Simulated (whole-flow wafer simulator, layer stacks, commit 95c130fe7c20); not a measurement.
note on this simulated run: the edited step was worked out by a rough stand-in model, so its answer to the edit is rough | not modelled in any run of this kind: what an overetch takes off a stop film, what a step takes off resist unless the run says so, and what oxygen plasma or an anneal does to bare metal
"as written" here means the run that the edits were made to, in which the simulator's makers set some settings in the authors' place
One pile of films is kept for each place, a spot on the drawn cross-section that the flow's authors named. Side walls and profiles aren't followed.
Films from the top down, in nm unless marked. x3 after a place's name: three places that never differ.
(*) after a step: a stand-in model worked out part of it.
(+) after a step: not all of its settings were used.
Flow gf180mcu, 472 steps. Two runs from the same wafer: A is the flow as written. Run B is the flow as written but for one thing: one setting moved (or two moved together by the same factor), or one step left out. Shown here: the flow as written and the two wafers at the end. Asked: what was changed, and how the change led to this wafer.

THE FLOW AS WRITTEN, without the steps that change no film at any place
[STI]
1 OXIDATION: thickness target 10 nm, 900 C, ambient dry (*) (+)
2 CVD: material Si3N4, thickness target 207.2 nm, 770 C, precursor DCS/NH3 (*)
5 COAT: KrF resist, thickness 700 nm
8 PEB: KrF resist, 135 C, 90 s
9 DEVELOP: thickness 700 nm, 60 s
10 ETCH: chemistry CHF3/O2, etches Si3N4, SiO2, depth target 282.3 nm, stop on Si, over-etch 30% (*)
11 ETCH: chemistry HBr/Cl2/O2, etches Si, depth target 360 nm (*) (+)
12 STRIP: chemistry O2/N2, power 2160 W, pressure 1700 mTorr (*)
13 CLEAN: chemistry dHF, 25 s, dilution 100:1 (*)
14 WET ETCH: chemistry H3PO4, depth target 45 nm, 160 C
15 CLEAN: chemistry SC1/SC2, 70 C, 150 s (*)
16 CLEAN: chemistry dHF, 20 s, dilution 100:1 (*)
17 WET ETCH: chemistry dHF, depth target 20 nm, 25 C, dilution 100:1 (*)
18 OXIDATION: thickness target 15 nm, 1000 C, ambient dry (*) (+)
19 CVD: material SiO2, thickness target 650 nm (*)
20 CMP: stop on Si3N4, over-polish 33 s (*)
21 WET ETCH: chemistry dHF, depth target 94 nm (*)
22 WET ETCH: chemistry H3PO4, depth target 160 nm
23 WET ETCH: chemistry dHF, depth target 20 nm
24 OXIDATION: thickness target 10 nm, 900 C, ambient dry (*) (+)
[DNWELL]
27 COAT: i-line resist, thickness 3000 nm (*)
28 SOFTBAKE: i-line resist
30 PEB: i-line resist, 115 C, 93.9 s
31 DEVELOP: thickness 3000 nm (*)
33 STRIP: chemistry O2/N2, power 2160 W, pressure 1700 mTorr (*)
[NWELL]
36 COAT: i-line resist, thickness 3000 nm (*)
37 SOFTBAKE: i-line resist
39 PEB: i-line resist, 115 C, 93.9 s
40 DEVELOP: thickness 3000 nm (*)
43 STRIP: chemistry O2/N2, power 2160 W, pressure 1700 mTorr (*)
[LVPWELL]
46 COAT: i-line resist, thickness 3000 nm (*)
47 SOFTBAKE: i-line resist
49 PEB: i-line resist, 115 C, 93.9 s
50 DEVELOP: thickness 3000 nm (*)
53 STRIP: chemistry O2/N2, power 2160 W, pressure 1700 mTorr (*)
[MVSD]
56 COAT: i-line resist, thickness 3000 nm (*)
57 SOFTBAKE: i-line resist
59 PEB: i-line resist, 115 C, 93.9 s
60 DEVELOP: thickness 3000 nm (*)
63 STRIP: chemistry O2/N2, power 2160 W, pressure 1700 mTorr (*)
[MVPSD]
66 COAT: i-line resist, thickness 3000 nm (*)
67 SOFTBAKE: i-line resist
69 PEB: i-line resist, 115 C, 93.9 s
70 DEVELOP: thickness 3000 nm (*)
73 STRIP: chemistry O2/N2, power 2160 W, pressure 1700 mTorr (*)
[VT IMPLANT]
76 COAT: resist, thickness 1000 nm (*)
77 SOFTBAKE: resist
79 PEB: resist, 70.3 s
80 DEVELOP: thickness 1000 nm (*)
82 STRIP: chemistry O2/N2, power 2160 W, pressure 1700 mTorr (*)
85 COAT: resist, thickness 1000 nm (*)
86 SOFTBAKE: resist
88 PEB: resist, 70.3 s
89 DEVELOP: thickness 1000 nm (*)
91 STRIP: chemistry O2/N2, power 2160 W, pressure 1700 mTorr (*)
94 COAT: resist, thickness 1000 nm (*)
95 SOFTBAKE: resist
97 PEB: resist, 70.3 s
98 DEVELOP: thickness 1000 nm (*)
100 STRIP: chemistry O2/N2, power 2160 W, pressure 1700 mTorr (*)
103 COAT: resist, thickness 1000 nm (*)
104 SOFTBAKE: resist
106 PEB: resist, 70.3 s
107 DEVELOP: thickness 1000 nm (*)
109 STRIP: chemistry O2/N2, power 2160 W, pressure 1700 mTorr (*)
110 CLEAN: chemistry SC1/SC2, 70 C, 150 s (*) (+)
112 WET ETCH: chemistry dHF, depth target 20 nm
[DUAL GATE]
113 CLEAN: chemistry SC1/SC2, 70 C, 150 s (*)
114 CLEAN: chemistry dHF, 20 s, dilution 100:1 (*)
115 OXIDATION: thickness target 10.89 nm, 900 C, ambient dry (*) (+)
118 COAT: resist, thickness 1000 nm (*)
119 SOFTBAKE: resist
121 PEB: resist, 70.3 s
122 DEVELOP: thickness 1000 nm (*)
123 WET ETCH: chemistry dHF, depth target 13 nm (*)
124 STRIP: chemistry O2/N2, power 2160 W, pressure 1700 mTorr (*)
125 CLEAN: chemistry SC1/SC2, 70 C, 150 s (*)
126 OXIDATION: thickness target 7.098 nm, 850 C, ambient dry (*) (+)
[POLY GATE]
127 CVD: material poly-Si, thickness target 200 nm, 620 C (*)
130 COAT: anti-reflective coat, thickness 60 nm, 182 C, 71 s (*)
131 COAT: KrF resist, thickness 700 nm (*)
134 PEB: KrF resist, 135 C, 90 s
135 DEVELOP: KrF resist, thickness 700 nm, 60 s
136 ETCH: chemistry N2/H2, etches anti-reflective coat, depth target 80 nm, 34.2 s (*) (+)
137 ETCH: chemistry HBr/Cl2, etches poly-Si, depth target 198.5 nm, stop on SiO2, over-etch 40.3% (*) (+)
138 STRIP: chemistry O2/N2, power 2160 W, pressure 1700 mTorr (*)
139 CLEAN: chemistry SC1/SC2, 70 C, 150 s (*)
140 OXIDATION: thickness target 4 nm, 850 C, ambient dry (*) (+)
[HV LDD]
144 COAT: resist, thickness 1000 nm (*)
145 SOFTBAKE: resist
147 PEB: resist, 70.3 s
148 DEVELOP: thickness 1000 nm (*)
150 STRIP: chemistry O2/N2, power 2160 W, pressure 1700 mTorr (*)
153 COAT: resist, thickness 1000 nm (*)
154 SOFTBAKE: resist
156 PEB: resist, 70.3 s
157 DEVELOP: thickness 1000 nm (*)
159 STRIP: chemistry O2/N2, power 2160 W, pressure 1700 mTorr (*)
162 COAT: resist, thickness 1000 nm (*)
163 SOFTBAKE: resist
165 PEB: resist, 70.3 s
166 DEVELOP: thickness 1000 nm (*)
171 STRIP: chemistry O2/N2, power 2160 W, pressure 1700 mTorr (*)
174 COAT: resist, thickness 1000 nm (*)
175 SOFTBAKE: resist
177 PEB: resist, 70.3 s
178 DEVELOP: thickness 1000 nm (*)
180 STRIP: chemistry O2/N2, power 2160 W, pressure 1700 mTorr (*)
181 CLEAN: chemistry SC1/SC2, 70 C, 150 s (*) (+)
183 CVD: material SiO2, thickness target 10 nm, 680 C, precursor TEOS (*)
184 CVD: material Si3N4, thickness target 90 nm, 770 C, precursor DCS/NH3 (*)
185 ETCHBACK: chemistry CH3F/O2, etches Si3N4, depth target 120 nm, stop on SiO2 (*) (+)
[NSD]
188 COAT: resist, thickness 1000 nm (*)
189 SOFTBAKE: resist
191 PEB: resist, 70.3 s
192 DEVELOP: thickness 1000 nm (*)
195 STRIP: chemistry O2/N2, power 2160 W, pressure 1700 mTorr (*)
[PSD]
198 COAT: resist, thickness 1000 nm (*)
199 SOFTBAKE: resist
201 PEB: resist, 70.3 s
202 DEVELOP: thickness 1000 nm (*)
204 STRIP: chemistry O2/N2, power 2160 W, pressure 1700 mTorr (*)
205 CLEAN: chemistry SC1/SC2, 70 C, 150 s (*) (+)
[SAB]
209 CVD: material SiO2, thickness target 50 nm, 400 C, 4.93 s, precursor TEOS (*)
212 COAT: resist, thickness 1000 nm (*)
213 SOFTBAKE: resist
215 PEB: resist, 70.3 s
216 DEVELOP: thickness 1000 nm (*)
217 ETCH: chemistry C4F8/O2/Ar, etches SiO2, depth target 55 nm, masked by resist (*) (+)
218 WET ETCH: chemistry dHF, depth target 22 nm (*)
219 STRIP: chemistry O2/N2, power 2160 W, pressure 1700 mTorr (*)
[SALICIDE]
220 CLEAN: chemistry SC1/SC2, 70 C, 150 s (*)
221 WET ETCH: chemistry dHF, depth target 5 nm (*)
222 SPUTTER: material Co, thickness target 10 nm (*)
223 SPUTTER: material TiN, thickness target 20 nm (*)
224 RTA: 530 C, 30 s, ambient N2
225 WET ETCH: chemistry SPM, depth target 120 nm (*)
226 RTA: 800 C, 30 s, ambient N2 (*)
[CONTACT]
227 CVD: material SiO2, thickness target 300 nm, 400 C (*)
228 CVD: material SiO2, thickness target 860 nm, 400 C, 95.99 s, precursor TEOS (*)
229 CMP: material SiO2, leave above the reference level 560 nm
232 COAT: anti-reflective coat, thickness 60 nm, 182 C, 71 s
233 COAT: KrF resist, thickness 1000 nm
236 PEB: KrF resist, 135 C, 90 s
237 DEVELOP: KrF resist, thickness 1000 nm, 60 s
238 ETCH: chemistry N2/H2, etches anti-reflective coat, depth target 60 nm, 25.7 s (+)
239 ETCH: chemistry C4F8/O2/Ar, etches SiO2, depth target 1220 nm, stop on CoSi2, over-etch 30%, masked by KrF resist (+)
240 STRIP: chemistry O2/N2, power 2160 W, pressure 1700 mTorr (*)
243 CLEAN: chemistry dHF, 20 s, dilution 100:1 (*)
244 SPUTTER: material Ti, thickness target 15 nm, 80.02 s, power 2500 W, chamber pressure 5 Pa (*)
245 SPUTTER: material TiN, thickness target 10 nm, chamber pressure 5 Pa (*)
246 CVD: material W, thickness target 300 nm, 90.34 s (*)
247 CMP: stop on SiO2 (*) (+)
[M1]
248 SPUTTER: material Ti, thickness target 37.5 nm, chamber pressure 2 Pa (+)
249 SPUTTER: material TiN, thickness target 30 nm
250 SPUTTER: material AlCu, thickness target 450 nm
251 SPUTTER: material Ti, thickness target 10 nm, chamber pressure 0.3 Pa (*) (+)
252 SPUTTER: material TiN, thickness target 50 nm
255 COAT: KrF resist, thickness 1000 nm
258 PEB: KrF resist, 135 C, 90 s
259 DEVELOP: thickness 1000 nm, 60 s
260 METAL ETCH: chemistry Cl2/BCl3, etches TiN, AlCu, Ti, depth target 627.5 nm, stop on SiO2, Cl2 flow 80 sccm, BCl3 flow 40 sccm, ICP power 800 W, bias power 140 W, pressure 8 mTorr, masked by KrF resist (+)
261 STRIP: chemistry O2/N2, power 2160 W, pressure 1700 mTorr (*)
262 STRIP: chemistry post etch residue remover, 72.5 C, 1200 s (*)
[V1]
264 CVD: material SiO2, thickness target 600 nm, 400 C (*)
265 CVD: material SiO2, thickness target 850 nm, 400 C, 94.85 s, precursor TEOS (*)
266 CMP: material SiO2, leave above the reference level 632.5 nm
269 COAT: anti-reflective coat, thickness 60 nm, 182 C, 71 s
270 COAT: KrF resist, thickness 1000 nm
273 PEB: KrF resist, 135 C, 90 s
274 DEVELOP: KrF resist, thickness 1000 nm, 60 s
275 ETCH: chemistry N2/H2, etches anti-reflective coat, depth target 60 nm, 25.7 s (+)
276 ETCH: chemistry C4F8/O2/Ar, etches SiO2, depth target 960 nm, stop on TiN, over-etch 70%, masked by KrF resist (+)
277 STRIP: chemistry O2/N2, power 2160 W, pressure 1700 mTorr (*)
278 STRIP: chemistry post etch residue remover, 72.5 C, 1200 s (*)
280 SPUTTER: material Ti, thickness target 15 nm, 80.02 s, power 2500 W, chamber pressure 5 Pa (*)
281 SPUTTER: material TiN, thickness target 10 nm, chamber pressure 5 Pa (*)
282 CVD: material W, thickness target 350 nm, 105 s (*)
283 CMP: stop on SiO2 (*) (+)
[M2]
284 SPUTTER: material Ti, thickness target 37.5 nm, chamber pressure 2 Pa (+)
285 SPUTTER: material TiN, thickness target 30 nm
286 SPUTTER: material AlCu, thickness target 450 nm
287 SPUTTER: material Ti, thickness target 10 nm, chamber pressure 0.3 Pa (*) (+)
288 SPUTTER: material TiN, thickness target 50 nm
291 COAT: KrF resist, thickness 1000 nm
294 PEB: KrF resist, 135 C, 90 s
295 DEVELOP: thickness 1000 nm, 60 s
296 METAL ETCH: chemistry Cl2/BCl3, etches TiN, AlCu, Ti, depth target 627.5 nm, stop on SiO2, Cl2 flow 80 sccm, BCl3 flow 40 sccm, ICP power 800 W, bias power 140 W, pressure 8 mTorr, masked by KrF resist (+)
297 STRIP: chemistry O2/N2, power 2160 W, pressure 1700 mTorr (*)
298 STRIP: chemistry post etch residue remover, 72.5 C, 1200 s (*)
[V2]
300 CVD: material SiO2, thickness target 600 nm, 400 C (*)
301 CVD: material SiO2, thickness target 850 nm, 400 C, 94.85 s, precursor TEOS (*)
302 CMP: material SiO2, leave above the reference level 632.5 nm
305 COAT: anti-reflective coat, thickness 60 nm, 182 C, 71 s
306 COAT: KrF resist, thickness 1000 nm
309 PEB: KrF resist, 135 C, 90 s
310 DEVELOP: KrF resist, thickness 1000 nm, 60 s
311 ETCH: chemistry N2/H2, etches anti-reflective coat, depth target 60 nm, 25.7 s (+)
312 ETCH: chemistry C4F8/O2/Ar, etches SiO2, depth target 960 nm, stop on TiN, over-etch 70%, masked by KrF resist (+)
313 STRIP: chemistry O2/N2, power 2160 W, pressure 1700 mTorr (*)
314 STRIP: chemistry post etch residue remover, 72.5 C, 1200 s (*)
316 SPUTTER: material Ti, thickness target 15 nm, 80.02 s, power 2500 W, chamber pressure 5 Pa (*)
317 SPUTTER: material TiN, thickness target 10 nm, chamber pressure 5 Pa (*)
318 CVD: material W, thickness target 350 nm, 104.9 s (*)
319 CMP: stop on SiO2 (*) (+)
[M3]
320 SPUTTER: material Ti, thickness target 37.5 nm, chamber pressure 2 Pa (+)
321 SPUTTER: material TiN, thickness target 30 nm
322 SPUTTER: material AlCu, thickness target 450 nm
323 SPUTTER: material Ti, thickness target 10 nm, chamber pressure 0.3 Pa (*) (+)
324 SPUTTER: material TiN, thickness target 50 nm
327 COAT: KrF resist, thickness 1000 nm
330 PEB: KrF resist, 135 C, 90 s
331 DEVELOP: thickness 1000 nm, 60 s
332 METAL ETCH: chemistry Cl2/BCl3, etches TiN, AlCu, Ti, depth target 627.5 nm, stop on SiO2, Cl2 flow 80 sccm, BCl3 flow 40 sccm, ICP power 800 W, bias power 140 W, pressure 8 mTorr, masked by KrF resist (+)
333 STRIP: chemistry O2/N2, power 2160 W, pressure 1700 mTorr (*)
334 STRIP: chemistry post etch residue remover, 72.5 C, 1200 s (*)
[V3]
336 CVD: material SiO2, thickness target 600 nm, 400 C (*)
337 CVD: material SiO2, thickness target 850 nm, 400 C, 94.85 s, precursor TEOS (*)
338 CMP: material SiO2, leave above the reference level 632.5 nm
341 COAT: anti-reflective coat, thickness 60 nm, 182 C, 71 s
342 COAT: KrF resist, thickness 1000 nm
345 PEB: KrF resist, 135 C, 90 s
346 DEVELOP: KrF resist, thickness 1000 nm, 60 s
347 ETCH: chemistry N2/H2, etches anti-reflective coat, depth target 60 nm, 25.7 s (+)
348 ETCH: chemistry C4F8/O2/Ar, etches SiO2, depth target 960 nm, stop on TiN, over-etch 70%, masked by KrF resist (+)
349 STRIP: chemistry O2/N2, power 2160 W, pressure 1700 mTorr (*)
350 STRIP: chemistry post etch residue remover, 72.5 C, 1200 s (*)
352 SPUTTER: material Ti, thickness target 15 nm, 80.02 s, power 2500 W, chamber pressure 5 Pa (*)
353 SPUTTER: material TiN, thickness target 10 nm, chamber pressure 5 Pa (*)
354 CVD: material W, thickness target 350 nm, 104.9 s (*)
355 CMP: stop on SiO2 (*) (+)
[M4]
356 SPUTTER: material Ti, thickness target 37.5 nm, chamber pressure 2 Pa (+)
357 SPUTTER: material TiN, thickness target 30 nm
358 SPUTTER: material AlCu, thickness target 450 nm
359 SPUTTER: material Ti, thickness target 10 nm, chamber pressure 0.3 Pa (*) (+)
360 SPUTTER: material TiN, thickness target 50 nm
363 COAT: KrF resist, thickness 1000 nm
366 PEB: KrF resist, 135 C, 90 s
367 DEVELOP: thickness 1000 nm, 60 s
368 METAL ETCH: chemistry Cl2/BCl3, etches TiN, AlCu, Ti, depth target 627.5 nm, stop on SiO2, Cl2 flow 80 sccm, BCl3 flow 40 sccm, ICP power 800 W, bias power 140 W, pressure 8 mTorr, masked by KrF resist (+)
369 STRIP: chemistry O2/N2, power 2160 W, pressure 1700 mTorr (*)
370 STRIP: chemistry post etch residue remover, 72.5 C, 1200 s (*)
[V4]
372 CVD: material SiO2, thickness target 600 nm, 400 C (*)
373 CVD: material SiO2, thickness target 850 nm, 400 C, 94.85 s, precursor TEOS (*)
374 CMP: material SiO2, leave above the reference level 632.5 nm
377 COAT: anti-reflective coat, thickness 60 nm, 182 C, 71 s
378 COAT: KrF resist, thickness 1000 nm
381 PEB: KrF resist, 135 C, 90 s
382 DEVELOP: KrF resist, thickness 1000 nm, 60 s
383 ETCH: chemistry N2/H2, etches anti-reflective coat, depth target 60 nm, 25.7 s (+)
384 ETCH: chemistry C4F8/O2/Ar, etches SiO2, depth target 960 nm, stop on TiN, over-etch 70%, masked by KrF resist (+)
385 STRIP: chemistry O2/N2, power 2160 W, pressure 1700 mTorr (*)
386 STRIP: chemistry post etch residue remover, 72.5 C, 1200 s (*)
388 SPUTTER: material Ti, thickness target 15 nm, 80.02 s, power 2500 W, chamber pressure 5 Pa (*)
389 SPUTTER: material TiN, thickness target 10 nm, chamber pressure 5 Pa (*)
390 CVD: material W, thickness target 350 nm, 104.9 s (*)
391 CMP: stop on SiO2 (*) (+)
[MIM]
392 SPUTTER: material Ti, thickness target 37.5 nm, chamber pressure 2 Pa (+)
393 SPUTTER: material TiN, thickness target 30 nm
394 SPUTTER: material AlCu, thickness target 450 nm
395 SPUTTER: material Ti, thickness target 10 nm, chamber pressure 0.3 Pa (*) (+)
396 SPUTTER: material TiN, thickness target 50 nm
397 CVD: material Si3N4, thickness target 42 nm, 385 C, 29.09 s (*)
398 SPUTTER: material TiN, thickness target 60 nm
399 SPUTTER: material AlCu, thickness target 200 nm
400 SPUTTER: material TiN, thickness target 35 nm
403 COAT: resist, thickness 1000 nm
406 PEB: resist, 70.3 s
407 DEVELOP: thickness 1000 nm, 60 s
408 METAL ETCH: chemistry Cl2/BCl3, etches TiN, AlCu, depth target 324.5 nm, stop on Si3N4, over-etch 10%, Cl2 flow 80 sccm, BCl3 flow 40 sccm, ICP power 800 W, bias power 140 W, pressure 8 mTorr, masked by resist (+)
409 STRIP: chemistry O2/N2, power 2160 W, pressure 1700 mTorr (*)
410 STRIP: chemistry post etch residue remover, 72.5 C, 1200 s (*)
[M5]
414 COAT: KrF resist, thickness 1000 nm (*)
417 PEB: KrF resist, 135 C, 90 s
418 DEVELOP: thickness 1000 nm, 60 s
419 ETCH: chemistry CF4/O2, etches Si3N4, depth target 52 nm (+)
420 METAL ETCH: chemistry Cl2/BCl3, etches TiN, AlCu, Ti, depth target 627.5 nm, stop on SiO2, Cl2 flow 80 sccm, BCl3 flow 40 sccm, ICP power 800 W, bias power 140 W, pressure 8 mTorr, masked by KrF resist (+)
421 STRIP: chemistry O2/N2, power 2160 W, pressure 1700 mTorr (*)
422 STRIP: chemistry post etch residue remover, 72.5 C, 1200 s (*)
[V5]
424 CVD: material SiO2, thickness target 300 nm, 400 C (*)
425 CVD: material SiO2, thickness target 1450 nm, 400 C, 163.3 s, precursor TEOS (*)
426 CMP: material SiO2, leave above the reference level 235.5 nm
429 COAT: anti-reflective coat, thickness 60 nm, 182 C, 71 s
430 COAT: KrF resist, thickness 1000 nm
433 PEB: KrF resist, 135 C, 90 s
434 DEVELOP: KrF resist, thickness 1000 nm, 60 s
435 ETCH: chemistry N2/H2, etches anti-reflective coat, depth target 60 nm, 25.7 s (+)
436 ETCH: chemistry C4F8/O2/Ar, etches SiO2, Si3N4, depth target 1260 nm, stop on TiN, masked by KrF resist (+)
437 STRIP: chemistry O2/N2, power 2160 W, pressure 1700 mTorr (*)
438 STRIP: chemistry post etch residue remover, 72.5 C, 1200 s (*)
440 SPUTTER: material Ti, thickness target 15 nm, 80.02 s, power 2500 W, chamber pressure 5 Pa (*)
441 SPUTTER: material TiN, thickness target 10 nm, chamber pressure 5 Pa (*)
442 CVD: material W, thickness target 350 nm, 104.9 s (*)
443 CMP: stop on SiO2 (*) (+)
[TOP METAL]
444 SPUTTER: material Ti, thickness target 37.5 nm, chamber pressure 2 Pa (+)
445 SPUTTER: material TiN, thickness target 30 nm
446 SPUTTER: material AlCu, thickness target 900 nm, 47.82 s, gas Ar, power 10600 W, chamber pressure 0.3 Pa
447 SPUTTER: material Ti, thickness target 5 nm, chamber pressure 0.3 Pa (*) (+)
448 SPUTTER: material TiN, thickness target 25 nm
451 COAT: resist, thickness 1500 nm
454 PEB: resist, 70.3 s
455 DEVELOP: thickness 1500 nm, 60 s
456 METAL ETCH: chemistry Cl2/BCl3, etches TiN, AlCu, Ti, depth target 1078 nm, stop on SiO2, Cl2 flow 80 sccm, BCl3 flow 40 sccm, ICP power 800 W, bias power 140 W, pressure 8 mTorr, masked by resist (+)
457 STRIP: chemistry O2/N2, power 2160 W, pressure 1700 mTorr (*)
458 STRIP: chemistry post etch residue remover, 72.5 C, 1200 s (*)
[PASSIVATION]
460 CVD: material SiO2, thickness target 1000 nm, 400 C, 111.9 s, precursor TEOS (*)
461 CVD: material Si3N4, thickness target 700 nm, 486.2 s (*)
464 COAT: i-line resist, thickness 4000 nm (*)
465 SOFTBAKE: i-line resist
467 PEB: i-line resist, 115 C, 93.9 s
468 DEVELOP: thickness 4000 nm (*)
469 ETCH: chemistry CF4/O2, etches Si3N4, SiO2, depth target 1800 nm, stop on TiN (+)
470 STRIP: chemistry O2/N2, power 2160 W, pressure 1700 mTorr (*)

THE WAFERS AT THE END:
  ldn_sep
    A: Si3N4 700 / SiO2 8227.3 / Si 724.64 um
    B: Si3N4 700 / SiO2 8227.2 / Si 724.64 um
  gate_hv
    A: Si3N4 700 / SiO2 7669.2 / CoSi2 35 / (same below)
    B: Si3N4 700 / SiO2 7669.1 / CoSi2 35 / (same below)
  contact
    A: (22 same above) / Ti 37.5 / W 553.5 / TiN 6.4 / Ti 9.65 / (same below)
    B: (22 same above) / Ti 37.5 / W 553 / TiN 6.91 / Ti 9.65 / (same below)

The cause: step 353, SPUTTER: thickness target 10.8 nm was run, where the flow has thickness target 10 nm.

How the change led to this, step by step:
  353 SPUTTER: material TiN, thickness target 10 nm, chamber pressure 5 Pa (*)
      field, field__w1, field__w2 and 107 more: A TiN +10 (new film) | B TiN +10.8 (new film)
      contact: A TiN +6.4 (new film) | B TiN +6.91 (new film)
  355 CMP: stop on SiO2 (*) (+)
      field, field__w1, field__w2 and 107 more: A W -350 (all of it), TiN -10 (all of it), Ti -15 (all of it), SiO2 -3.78 | B W -350 (all of it), TiN -10.8 (all of it), Ti -15 (all of it), SiO2 -3.79
